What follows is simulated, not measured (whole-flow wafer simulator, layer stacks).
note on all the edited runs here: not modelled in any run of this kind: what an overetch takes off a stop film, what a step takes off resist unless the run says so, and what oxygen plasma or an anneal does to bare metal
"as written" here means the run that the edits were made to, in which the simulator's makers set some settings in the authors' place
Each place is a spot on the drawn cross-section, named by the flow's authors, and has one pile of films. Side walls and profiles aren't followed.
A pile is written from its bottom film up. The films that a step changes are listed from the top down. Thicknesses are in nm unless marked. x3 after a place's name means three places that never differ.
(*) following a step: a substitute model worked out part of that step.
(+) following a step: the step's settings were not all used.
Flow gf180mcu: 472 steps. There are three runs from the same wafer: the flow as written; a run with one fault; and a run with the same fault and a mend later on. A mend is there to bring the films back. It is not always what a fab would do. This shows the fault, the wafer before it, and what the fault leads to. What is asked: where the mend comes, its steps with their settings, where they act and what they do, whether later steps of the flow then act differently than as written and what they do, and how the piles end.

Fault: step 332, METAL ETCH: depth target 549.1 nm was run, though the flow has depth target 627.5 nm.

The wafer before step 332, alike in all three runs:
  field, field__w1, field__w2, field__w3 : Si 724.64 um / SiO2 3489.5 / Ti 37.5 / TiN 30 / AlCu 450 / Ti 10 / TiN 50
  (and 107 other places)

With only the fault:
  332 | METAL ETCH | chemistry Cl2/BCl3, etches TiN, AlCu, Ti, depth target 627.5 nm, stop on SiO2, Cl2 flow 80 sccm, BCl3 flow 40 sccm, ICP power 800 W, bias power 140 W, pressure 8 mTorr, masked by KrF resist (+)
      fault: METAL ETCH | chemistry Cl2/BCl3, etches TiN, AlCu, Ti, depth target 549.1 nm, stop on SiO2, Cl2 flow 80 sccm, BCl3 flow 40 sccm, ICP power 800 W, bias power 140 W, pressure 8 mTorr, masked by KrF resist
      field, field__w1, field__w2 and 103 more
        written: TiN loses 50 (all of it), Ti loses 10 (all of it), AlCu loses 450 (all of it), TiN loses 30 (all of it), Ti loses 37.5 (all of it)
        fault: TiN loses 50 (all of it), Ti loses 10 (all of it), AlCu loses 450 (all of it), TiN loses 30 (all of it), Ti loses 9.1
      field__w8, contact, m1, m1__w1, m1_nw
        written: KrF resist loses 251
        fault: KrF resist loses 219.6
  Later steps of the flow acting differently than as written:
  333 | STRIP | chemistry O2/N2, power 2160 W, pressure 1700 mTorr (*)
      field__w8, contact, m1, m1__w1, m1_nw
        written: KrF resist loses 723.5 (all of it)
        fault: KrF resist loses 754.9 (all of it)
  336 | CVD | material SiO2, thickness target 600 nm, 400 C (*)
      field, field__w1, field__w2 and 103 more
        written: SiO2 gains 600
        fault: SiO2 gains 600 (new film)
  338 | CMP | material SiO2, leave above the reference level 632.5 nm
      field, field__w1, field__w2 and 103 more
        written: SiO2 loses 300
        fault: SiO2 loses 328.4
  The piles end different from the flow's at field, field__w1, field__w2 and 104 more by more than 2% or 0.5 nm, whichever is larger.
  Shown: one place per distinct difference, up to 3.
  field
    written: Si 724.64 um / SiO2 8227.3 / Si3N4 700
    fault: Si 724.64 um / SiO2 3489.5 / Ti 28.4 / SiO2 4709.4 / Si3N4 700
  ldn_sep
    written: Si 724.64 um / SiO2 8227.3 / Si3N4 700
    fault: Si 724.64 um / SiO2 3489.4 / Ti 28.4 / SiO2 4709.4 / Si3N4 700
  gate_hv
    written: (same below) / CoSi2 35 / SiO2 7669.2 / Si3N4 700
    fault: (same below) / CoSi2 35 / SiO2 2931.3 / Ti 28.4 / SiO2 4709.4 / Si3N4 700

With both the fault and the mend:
  After step 332 comes the mend.
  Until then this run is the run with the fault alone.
  332a | METAL ETCH | chemistry Cl2/BCl3, etches TiN, AlCu, Ti, depth target 78.4 nm, stop on SiO2, Cl2 flow 80 sccm, BCl3 flow 40 sccm, ICP power 800 W, bias power 140 W, pressure 8 mTorr, masked by KrF resist (+) (a further turn of the flow's step 332, with different settings)
      field, field__w1, field__w2 and 103 more
        Ti loses 28.4 (all of it)
      field__w8, contact, m1, m1__w1, m1_nw
        KrF resist loses 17
  Later steps of the flow that are run all act as written at every place that is followed, up to a difference of at most 2% or 0.5 nm, whichever is larger.
  The piles end the same as the flow's at every place that both follow.
